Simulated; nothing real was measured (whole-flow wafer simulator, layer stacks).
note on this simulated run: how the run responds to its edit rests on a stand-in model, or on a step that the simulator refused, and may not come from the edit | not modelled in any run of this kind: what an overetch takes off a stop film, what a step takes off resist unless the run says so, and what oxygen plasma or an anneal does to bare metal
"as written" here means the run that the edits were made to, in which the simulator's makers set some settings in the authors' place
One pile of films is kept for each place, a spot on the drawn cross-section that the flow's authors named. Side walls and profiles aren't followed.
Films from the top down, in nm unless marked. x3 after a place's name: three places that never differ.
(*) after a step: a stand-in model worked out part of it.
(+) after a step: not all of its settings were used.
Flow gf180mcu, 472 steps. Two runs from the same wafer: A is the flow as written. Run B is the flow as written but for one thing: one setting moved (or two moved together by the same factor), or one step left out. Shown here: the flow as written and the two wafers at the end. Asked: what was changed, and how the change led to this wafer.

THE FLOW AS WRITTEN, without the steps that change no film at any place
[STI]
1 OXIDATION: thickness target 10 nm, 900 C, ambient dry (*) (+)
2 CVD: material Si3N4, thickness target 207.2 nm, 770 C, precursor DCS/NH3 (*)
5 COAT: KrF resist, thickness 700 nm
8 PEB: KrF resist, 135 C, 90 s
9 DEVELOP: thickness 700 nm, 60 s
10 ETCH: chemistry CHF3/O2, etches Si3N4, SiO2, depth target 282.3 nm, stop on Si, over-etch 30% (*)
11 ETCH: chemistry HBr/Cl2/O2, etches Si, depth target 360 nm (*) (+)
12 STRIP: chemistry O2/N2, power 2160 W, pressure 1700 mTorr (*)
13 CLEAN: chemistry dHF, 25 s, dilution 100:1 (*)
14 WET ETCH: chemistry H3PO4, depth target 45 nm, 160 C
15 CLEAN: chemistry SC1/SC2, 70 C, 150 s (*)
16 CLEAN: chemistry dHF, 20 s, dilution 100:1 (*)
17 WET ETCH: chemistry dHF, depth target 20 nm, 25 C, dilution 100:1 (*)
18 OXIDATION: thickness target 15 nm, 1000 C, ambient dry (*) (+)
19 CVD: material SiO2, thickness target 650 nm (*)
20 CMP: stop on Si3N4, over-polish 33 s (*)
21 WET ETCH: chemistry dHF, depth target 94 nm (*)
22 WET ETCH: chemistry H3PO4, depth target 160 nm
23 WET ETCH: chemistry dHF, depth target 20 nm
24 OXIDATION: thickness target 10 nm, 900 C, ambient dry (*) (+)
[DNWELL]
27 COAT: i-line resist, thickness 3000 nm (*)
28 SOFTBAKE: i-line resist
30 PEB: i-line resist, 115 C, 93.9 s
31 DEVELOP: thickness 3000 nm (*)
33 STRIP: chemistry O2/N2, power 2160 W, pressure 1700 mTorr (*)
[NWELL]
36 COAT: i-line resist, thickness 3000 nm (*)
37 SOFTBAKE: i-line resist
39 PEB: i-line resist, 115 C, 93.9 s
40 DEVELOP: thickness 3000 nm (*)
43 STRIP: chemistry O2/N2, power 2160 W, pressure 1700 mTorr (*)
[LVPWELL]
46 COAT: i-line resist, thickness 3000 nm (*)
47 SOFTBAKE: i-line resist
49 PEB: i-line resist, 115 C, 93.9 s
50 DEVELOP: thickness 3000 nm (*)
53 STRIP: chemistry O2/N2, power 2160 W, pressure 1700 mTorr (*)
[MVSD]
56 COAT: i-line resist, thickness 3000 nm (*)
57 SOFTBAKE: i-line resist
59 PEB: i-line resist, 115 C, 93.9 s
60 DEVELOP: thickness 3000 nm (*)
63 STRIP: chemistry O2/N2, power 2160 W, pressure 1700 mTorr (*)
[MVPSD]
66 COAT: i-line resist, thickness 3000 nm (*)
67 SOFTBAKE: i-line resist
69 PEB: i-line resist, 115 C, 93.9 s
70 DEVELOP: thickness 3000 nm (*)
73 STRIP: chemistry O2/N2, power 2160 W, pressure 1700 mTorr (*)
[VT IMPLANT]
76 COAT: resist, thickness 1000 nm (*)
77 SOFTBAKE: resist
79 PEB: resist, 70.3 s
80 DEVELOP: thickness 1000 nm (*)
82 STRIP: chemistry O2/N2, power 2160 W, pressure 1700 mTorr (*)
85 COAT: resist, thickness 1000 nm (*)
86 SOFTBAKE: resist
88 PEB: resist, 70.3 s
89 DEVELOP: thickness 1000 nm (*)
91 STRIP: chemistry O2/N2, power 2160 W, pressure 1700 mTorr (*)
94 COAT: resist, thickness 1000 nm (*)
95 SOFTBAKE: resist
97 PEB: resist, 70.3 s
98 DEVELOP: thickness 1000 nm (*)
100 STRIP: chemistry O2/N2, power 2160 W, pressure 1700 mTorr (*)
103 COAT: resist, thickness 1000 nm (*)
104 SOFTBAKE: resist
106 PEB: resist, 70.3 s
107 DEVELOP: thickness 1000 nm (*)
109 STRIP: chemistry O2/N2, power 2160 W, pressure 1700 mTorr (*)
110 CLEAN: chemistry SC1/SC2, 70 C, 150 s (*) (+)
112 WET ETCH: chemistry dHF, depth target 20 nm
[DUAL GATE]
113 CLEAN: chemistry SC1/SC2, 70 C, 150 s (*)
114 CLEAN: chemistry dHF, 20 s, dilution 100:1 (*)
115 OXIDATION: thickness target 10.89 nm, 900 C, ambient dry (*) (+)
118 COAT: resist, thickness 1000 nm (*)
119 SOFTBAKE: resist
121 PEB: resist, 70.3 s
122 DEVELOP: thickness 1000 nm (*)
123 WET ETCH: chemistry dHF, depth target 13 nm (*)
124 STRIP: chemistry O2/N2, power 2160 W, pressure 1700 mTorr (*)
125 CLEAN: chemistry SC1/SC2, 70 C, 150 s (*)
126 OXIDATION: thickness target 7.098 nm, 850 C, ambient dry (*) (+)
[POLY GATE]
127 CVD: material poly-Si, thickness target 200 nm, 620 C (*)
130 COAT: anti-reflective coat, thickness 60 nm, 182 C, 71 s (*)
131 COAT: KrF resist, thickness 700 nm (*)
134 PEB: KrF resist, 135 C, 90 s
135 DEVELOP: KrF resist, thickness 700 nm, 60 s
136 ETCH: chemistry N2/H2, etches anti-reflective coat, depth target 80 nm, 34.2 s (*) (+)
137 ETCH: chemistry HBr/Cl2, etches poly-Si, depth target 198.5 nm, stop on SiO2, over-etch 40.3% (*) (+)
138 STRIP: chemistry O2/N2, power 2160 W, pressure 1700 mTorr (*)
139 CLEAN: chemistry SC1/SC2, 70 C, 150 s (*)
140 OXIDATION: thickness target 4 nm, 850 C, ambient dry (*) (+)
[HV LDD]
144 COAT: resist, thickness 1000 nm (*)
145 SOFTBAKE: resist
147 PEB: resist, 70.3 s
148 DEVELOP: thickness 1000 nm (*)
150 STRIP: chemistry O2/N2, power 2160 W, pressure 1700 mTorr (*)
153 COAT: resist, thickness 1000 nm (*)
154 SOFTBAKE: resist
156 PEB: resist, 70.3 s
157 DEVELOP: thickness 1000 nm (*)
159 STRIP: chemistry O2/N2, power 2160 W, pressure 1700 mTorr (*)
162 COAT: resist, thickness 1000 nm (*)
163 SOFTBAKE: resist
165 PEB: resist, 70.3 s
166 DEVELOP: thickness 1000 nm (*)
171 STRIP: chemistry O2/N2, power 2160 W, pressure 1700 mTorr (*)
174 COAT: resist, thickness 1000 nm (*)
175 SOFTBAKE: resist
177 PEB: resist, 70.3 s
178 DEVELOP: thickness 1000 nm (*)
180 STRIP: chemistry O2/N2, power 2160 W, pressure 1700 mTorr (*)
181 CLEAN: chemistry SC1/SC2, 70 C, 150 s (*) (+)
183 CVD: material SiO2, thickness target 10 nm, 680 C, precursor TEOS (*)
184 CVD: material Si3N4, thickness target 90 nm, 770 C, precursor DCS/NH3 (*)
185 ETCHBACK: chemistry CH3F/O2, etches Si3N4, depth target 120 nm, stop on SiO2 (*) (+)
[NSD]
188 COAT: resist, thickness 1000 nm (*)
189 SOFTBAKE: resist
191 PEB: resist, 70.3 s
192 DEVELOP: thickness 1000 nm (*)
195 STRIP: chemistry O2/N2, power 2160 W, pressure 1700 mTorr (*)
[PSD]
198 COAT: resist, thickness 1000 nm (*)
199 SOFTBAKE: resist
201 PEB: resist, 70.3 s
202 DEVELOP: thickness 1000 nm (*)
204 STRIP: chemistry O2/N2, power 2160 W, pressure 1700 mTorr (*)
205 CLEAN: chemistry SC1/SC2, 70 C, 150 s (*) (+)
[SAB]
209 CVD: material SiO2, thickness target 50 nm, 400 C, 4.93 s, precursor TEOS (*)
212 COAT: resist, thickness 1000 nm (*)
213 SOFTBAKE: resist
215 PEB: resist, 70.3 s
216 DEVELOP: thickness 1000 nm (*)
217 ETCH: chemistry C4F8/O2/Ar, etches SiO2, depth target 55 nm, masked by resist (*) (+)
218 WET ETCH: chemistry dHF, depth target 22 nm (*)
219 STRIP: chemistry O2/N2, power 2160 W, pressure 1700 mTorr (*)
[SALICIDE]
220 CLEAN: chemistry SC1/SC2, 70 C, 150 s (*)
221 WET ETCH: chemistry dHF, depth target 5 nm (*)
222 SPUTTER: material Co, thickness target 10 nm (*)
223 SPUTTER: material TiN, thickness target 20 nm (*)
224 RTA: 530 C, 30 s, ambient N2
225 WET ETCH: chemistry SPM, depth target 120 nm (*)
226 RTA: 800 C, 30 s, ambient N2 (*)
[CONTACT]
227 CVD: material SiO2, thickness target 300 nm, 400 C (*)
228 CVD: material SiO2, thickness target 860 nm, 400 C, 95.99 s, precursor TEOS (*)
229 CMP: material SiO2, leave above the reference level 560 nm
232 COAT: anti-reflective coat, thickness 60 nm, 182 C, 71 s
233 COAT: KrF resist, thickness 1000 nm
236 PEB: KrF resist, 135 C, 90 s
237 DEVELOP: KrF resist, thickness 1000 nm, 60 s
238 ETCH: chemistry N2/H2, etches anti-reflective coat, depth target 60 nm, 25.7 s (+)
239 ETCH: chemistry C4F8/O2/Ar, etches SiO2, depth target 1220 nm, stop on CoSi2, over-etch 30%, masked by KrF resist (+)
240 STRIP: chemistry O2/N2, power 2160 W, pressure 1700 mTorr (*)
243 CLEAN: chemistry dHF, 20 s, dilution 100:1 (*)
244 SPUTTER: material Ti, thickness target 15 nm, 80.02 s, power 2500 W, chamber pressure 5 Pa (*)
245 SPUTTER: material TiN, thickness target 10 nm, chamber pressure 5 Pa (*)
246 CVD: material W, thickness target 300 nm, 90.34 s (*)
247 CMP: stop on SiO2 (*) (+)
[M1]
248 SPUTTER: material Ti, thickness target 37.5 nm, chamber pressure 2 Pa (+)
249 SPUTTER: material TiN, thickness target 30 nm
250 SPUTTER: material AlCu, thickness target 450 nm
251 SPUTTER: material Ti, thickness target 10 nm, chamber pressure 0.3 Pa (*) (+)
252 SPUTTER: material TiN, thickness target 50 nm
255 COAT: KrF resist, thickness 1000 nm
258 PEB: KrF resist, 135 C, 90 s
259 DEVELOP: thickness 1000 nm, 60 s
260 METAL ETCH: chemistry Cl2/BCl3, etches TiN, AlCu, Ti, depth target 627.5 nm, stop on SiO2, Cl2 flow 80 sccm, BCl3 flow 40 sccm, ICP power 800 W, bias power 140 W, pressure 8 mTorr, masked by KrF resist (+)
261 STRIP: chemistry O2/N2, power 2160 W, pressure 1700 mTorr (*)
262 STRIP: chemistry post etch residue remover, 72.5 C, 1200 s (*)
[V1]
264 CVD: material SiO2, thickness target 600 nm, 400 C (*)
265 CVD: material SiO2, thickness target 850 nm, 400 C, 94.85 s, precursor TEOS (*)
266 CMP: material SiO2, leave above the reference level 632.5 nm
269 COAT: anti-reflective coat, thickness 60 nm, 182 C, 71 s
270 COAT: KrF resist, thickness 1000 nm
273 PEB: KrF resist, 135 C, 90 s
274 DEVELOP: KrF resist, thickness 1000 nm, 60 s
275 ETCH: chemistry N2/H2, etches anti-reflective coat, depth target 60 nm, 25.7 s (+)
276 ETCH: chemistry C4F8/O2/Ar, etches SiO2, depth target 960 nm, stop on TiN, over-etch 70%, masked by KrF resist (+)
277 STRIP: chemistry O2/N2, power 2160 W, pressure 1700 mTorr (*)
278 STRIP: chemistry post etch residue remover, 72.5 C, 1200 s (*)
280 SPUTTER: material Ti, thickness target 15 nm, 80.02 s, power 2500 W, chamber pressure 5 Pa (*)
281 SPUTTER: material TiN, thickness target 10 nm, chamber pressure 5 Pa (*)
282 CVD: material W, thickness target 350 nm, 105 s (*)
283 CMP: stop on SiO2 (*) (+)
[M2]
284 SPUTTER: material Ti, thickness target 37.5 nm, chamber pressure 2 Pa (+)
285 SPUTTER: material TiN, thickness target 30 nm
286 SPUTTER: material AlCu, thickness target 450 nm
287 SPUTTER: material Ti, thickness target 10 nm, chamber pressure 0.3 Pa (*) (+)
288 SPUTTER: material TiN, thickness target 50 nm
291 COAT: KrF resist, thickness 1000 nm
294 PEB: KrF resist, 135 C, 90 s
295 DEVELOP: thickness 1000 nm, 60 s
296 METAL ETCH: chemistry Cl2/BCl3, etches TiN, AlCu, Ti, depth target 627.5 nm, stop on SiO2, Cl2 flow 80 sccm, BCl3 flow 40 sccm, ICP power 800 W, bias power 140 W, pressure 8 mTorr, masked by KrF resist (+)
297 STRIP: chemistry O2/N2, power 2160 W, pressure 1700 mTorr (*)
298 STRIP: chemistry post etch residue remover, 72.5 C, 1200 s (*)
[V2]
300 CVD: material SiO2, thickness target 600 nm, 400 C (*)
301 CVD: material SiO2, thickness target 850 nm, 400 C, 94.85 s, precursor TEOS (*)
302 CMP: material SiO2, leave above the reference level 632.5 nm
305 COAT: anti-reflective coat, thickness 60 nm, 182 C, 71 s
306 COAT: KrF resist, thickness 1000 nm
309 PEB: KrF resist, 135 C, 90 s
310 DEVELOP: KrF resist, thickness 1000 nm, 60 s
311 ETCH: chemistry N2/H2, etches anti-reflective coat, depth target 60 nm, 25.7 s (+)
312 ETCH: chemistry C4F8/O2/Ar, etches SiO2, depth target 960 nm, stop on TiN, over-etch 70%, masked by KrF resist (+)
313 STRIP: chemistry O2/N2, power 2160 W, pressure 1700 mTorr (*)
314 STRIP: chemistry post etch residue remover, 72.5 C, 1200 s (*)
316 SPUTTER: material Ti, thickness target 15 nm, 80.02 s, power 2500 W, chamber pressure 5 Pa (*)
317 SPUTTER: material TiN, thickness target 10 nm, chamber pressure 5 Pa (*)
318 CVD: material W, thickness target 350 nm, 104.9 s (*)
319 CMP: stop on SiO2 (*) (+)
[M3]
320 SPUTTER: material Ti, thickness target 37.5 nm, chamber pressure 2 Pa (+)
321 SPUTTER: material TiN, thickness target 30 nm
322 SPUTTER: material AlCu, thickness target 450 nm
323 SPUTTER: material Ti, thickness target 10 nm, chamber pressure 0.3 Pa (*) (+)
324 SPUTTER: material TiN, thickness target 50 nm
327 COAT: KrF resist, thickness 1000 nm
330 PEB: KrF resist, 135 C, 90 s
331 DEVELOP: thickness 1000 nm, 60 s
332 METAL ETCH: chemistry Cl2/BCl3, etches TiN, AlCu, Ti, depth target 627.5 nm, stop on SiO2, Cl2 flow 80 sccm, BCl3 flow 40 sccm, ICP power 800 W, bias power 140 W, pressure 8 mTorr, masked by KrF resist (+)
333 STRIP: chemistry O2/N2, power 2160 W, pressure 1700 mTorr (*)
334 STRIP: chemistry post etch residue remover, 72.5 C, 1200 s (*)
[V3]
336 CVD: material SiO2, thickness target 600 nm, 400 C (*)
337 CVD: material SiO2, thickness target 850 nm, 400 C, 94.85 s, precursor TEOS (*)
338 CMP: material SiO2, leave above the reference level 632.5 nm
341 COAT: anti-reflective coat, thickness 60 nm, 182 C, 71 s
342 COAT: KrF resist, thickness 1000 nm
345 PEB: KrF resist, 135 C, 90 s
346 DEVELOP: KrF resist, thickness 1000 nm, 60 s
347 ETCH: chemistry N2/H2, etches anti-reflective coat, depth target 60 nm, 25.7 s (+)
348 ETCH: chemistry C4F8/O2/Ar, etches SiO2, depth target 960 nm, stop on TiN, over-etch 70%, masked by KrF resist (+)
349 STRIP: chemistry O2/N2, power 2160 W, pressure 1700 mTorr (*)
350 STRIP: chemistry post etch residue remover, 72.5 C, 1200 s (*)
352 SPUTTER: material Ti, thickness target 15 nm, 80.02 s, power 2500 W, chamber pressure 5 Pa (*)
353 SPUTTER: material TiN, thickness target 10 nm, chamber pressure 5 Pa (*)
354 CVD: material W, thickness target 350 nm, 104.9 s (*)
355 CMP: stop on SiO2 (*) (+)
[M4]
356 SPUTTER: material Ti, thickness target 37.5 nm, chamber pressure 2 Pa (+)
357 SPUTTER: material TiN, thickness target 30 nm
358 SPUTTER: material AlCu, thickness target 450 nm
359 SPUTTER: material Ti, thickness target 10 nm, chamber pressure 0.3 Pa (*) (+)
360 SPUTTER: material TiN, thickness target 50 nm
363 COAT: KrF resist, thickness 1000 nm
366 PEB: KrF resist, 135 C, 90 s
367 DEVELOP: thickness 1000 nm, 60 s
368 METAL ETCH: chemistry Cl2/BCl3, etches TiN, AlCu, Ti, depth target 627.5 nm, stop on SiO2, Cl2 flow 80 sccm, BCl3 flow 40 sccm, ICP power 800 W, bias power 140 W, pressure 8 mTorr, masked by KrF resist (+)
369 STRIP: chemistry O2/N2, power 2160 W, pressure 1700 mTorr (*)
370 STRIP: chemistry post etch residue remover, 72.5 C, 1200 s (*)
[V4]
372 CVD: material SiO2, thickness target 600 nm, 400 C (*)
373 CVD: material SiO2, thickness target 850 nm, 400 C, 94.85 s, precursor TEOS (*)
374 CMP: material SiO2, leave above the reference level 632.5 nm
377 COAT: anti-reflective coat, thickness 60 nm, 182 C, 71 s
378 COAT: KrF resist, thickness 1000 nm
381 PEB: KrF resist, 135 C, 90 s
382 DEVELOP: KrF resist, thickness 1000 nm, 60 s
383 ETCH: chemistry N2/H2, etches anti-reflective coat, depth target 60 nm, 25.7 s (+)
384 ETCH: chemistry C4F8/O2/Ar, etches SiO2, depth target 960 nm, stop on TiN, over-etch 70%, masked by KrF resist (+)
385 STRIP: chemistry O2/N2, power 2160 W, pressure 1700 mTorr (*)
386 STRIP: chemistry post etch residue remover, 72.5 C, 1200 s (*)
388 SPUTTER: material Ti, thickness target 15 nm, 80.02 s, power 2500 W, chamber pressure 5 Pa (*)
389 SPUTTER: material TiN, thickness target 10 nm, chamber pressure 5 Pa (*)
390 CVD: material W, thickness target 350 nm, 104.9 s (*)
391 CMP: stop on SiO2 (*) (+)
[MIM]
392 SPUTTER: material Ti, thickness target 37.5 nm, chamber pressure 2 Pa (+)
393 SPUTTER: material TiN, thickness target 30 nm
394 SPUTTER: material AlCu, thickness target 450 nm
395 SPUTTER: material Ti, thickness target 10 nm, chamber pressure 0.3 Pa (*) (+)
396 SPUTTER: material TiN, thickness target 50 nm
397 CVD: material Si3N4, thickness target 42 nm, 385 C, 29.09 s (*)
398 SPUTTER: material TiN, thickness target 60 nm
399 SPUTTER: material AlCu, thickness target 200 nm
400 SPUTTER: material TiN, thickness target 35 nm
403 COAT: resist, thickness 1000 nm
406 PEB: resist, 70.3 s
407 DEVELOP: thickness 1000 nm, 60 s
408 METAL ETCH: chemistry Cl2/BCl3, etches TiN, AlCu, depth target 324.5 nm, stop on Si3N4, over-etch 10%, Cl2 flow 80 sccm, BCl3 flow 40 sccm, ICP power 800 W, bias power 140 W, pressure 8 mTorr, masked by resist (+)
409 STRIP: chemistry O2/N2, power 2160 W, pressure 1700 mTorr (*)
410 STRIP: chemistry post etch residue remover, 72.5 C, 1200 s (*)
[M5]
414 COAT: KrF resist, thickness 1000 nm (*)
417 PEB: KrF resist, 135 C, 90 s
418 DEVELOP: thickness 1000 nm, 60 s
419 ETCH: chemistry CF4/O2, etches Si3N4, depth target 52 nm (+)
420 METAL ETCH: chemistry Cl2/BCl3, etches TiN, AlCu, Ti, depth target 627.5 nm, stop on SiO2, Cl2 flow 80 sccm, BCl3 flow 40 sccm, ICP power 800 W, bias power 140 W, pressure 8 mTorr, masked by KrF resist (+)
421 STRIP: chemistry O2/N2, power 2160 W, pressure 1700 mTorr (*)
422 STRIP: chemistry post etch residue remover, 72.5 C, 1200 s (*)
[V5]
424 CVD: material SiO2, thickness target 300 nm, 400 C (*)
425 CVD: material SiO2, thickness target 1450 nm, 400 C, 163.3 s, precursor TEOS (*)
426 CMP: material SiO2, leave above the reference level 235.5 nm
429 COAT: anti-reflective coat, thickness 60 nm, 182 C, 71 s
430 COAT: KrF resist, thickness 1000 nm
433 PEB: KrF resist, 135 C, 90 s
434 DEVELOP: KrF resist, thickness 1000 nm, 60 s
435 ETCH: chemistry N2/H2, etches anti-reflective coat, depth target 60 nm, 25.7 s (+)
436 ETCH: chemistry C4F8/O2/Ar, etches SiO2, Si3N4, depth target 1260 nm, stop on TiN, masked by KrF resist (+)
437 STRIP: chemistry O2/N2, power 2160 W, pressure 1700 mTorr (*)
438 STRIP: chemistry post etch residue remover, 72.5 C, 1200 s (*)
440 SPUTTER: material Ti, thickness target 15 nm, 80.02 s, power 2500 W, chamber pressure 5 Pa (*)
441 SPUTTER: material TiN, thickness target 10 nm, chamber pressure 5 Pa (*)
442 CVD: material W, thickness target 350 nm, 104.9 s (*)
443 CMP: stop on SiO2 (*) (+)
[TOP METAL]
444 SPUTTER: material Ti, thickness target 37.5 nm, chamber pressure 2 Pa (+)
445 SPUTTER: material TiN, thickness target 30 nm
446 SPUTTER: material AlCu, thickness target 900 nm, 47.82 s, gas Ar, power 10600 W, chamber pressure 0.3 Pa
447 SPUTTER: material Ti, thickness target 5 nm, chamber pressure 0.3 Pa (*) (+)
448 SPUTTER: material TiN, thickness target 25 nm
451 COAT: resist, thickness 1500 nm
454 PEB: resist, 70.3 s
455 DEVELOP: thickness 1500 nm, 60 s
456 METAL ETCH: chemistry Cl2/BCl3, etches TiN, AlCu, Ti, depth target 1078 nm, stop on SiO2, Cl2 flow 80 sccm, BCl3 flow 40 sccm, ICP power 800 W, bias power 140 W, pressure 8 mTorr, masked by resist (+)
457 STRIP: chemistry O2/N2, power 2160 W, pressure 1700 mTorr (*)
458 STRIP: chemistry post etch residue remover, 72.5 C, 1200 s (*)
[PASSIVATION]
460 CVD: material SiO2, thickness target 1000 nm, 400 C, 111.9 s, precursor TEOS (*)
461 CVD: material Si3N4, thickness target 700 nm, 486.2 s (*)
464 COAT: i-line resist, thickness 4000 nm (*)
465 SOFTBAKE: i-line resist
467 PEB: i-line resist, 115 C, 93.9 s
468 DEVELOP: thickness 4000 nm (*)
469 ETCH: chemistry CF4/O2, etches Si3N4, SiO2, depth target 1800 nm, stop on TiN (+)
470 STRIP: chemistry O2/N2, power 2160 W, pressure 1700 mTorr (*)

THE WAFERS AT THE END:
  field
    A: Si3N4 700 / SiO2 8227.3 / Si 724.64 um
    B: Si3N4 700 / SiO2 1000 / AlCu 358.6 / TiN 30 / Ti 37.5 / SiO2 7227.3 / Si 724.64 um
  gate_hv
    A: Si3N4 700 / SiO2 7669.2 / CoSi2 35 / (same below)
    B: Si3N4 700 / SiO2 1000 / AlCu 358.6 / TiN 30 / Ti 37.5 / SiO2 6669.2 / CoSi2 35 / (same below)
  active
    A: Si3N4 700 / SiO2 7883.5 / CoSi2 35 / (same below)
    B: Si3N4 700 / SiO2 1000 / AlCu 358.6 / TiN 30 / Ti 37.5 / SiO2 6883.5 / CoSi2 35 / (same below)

The cause: step 456, METAL ETCH: depth target 565.7 nm was run, where the flow has depth target 1078 nm.

How the change led to this, step by step:
  456 METAL ETCH: chemistry Cl2/BCl3, etches TiN, AlCu, Ti, depth target 1078 nm, stop on SiO2, Cl2 flow 80 sccm, BCl3 flow 40 sccm, ICP power 800 W, bias power 140 W, pressure 8 mTorr, masked by resist (+)
      field, field__w1, field__w2 and 103 more: A TiN -25 (all of it), Ti -5 (all of it), AlCu -900 (all of it), TiN -30 (all of it), Ti -37.5 (all of it) | B TiN -25 (all of it), Ti -5 (all of it), AlCu -535.7
      field__w8, contact, m1, m1__w1, pad, m1_nw: A resist -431 | B resist -226.3
  457 STRIP: chemistry O2/N2, power 2160 W, pressure 1700 mTorr (*)
      field__w8, contact, m1, m1__w1, pad, m1_nw: A resist -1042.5 (all of it) | B resist -1247.2 (all of it)
  458 STRIP: chemistry post etch residue remover, 72.5 C, 1200 s (*)
      field, field__w1, field__w2 and 103 more: A nothing | B AlCu -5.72
  460 CVD: material SiO2, thickness target 1000 nm, 400 C, 111.9 s, precursor TEOS (*)
      field, field__w1, field__w2 and 103 more: A SiO2 +1000 | B SiO2 +1000 (new film)
  464 COAT: i-line resist, thickness 4000 nm (*)
      field: A i-line resist +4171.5 (new film) | B i-line resist +4084.8 (new film)
      field__w8: A i-line resist +3093.1 (new film) | B i-line resist +3474 (new film)
      (and at 7 more places)
  465 SOFTBAKE: i-line resist
      gate: A i-line resist +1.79 | B i-line resist -0.97
      field__w11, field__w13: A i-line resist +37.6 | B i-line resist +17.8
      (and at 66 more places)
  467 PEB: i-line resist, 115 C, 93.9 s
      field__w8, m1__w1: A i-line resist -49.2 | B i-line resist -57
      contact, m1: A i-line resist -49.6 | B i-line resist -57.2
      (and at 2 more places)
  468 DEVELOP: thickness 4000 nm (*)
      pad: A i-line resist -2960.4 (all of it) | B i-line resist -3375.5 (all of it)
  470 STRIP: chemistry O2/N2, power 2160 W, pressure 1700 mTorr (*)
      field__w8, m1__w1: A i-line resist -1775.9 (all of it) | B i-line resist -2184.4 (all of it)
      contact: A i-line resist -1798.3 (all of it) | B i-line resist -2194.5 (all of it)
      (and at 2 more places)
Counting metal films that touch as one body, field has 1 body; the flow as written gives 0 bodies.
Counting metal films that touch as one body, gate_hv has 2 bodies (between them, from the top down: SiO2 6669.2); the flow as written gives 1 body.
Counting metal films that touch as one body, active has 2 bodies (between them, from the top down: SiO2 6883.5); the flow as written gives 1 body.
